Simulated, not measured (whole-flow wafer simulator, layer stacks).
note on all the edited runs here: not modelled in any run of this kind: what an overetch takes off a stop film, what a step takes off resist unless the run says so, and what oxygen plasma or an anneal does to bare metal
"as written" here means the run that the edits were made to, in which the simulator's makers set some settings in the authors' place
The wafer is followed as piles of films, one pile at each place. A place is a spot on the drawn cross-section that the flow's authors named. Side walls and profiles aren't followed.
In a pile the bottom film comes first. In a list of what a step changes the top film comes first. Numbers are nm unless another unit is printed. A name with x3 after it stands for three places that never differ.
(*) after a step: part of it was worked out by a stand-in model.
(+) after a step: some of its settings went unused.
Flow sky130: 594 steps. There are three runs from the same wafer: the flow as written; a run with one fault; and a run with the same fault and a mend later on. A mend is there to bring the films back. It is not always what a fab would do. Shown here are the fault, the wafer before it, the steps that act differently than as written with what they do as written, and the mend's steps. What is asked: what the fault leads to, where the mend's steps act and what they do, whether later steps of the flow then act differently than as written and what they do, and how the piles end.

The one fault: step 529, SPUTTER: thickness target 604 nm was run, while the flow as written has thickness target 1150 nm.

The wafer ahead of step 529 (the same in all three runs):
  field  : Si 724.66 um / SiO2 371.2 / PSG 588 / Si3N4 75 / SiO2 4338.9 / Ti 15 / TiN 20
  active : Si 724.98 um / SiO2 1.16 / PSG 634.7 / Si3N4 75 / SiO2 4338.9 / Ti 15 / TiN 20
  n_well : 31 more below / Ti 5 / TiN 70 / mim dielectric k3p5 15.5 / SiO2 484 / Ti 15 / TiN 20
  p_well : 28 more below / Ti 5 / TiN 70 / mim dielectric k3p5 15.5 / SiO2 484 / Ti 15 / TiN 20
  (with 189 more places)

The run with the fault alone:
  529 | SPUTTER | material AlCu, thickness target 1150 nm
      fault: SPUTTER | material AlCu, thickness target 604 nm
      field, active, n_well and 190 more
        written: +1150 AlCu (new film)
        fault: +604 AlCu (new film)
  Steps later in the flow that act otherwise than as written (2 more steps, not shown, differ only slightly: by at most 2% or 0.5 nm, whichever is larger):
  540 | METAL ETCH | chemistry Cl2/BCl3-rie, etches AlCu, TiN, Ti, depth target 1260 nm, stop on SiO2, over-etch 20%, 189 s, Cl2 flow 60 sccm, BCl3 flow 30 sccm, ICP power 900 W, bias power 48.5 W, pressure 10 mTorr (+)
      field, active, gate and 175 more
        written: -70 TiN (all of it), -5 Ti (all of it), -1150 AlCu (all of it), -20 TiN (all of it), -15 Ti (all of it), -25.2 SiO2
        fault: -70 TiN (all of it), -5 Ti (all of it), -604 AlCu (all of it), -20 TiN (all of it), -15 Ti (all of it), -79.8 SiO2
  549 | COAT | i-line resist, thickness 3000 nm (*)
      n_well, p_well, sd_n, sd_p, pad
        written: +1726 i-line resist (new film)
        fault: +2213.4 i-line resist (new film)
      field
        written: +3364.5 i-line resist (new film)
        fault: +3220.9 i-line resist (new film)
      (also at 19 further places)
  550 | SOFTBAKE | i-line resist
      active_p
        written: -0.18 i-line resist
        fault: +0.64 i-line resist
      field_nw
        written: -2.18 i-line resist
        fault: +0.84 i-line resist
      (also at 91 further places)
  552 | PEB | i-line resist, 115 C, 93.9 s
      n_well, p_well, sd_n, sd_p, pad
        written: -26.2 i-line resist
        fault: -34.5 i-line resist
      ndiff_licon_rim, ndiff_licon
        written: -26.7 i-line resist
        fault: -34.8 i-line resist
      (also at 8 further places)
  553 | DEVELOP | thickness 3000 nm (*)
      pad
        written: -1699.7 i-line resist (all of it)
        fault: -2178.8 i-line resist (all of it)
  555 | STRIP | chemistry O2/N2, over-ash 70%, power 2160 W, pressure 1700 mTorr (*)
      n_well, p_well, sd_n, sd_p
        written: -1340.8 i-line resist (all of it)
        fault: -1819.9 i-line resist (all of it)
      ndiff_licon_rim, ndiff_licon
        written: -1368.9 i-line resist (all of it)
        fault: -1835.8 i-line resist (all of it)
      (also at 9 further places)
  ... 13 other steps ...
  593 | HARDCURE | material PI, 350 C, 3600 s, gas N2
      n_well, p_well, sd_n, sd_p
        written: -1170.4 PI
        fault: -1205 PI
  By the end, the piles at n_well, p_well, gate_hv and 108 more depart from the flow's by more than 2% or 0.5 nm, whichever is larger.
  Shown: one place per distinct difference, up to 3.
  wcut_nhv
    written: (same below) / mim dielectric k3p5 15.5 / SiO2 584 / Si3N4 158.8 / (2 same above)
    fault: (same below) / mim dielectric k3p5 15.5 / SiO2 529.4 / Si3N4 158.8 / (2 same above)
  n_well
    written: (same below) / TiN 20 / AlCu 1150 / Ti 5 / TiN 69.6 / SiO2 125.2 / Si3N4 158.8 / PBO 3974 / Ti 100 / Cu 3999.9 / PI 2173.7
    fault: (same below) / TiN 20 / AlCu 604 / Ti 5 / TiN 69.6 / SiO2 125.2 / Si3N4 158.8 / PBO 4366.4 / Ti 100 / Cu 3999.9 / PI 2237.9
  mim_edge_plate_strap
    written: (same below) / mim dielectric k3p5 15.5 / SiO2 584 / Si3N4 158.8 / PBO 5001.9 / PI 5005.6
    fault: (same below) / mim dielectric k3p5 15.5 / SiO2 529.4 / Si3N4 158.8 / PBO 5001.2 / PI 5005.9

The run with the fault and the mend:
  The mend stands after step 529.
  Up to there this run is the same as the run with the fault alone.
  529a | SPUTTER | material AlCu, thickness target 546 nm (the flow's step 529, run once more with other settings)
      field, active, n_well and 190 more
        +546 AlCu
  Every later step of the flow that is run acts as written at every place that is followed.
  At every place that both follow, the piles at the end match the flow's.
